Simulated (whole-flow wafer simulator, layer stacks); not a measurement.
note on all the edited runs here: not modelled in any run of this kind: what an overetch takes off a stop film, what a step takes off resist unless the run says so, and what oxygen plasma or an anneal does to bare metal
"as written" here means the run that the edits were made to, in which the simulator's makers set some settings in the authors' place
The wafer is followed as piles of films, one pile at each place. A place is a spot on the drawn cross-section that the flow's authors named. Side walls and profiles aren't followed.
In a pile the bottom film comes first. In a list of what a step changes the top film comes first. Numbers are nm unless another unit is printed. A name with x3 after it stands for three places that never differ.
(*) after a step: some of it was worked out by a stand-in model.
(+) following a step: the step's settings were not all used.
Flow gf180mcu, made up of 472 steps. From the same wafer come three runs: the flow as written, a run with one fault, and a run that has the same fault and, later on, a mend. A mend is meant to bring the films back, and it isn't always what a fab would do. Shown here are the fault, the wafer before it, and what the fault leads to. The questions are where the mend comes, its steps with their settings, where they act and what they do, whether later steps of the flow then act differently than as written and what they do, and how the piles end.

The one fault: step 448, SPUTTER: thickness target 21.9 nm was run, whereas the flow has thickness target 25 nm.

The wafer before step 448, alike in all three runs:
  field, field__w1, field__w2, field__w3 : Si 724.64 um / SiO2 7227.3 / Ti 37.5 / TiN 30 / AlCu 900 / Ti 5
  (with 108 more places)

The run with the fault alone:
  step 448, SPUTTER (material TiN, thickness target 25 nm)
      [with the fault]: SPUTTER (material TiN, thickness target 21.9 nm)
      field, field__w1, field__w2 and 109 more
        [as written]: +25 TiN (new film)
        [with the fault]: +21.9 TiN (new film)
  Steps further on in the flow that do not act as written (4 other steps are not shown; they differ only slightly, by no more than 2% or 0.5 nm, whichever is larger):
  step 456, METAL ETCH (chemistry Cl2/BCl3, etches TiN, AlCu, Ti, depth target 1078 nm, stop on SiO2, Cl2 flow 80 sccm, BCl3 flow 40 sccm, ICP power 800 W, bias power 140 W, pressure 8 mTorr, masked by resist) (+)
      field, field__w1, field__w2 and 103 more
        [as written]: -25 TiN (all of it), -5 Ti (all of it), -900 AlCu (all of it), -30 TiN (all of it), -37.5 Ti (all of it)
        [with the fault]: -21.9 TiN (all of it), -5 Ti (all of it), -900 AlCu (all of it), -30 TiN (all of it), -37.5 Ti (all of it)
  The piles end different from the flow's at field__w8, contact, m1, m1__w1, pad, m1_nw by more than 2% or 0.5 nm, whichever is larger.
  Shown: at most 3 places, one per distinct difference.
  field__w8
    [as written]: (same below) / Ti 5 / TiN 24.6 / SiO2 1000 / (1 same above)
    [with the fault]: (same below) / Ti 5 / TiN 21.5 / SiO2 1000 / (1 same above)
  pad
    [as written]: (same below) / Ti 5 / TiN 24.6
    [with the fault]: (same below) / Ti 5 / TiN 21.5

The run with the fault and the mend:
  The mend follows step 455.
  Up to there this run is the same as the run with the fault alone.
  step 455a, STRIP (chemistry O2/N2, power 2160 W, pressure 1700 mTorr) (*)
      field__w8, contact, m1, m1__w1, pad, m1_nw
        -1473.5 resist (all of it)
  step 455b, SPUTTER (material TiN, thickness target 3.1 nm) (the flow's step 448, run once more with other settings)
      field, field__w1, field__w2 and 109 more
        +3.1 TiN
  step 455c, HMDS (120 C, 60 s) (the flow's step 450, run once more)
      does not change any film at any place that is followed
  step 455d, COAT (resist, thickness 1500 nm) (the flow's step 451, run once more)
      field, field__w1, field__w2 and 109 more
        +1500 resist (new film)
  step 455e, SOFTBAKE (resist) (the flow's step 452, run once more)
      does not change any film at any place that is followed
  step 455f, EXPOSE (photomask MetalTop) (the flow's step 453, run once more)
      does not change any film at any place that is followed
  step 455g, PEB (resist, 70.3 s) (the flow's step 454, run once more)
      field, field__w1, field__w2 and 109 more
        -26.5 resist
  step 455h, DEVELOP (thickness 1500 nm, 60 s) (the flow's step 455, run once more)
      field, field__w1, field__w2 and 103 more
        -1473.5 resist (all of it)
  Every later step of the flow that is run acts as written at every place that is followed.
  The piles end the same as the flow's at every place that both follow.
